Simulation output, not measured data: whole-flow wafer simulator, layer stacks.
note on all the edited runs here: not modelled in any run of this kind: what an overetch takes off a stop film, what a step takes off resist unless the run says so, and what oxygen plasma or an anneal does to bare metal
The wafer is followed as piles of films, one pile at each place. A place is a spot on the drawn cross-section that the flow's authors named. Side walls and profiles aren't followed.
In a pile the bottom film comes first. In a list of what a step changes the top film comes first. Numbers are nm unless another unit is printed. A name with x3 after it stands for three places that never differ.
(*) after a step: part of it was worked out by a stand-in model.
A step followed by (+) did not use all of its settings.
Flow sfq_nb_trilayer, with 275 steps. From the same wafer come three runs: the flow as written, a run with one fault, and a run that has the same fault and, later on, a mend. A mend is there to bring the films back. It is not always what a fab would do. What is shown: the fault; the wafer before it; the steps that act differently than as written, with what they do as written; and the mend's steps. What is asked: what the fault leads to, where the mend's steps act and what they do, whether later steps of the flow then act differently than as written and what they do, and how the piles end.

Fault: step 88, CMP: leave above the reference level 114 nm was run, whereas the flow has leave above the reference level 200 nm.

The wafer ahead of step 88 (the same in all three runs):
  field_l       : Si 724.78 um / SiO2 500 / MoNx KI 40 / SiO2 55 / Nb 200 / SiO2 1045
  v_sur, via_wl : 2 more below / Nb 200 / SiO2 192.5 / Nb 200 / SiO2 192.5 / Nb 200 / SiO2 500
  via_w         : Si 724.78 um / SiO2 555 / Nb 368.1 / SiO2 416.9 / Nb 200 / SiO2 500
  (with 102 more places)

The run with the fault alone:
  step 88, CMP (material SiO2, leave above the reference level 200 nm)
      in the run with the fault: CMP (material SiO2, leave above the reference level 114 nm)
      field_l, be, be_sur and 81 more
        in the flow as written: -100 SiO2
        in the run with the fault: -186 SiO2
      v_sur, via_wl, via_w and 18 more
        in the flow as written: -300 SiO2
        in the run with the fault: -386 SiO2
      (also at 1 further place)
  Steps later in the flow that act otherwise than as written (3 other steps are not shown; they differ only slightly, by no more than 2% or 0.5 nm, whichever is larger):
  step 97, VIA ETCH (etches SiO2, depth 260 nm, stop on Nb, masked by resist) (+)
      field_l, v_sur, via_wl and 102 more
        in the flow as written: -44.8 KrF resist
        in the run with the fault: -29.4 KrF resist
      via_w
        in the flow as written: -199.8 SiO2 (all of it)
        in the run with the fault: -113.8 SiO2 (all of it)
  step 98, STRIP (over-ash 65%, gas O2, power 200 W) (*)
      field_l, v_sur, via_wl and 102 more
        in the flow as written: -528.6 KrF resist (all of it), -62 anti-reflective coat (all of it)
        in the run with the fault: -544 KrF resist (all of it), -62 anti-reflective coat (all of it)
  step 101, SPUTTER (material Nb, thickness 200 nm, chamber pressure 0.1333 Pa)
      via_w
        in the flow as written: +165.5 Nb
        in the run with the fault: +184.6 Nb
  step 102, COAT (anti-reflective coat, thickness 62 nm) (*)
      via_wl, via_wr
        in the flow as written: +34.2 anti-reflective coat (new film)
        in the run with the fault: +38.4 anti-reflective coat (new film)
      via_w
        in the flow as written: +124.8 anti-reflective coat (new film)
        in the run with the fault: +105 anti-reflective coat (new film)
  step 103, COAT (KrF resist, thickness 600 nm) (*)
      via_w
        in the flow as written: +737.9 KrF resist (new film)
        in the run with the fault: +666.9 KrF resist (new film)
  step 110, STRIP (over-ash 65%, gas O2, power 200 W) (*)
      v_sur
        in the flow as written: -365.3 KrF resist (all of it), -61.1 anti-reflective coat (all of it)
        in the run with the fault: -373.5 KrF resist (all of it), -60.4 anti-reflective coat (all of it)
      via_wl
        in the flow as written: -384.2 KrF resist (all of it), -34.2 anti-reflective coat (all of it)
        in the run with the fault: -391 KrF resist (all of it), -38.4 anti-reflective coat (all of it)
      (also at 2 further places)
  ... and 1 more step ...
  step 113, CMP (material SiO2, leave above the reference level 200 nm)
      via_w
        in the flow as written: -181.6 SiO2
        in the run with the fault: -171.7 SiO2
  At field_l, v_sur, via_wl and 103 more, the piles at the end differ from the flow's by more than 2% or 0.5 nm, whichever is larger.
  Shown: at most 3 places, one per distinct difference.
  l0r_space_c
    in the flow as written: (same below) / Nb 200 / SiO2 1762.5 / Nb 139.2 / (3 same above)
    in the run with the fault: (same below) / Nb 200 / SiO2 1676.5 / Nb 139.2 / (3 same above)
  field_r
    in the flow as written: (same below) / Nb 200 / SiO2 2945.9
    in the run with the fault: (same below) / Nb 200 / SiO2 2859.9
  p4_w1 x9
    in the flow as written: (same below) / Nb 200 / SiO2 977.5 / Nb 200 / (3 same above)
    in the run with the fault: (same below) / Nb 200 / SiO2 891.5 / Nb 200 / (3 same above)

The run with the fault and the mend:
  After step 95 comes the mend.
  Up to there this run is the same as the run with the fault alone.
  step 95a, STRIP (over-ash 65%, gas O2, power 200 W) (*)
      field_l, v_sur, via_wl and 102 more
        -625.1 KrF resist (all of it), -62 anti-reflective coat (all of it)
      via_w
        -62 anti-reflective coat (all of it)
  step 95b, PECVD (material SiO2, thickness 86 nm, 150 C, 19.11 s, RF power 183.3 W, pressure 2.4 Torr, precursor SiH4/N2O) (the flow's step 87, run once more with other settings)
      field_l, v_sur, via_wl and 103 more
        +86 SiO2
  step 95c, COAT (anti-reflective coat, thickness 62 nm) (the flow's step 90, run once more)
      field_l, v_sur, via_wl and 103 more
        +62 anti-reflective coat (new film)
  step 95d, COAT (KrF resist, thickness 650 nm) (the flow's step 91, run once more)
      field_l, v_sur, via_wl and 103 more
        +650 KrF resist (new film)
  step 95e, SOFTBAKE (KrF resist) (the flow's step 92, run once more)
      alters no film at any place that is followed
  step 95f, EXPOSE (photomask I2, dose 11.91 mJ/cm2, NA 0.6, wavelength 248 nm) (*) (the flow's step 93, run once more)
      alters no film at any place that is followed
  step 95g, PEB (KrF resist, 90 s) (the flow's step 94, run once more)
      field_l, v_sur, via_wl and 103 more
        -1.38 KrF resist
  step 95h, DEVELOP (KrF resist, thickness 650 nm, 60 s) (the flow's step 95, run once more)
      field_l, v_sur, via_wl and 102 more
        -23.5 KrF resist
      via_w
        -648.6 KrF resist (all of it)
  Every later step of the flow that is run acts as written at every place that is followed.
  At every place that both follow, the piles at the end match the flow's.
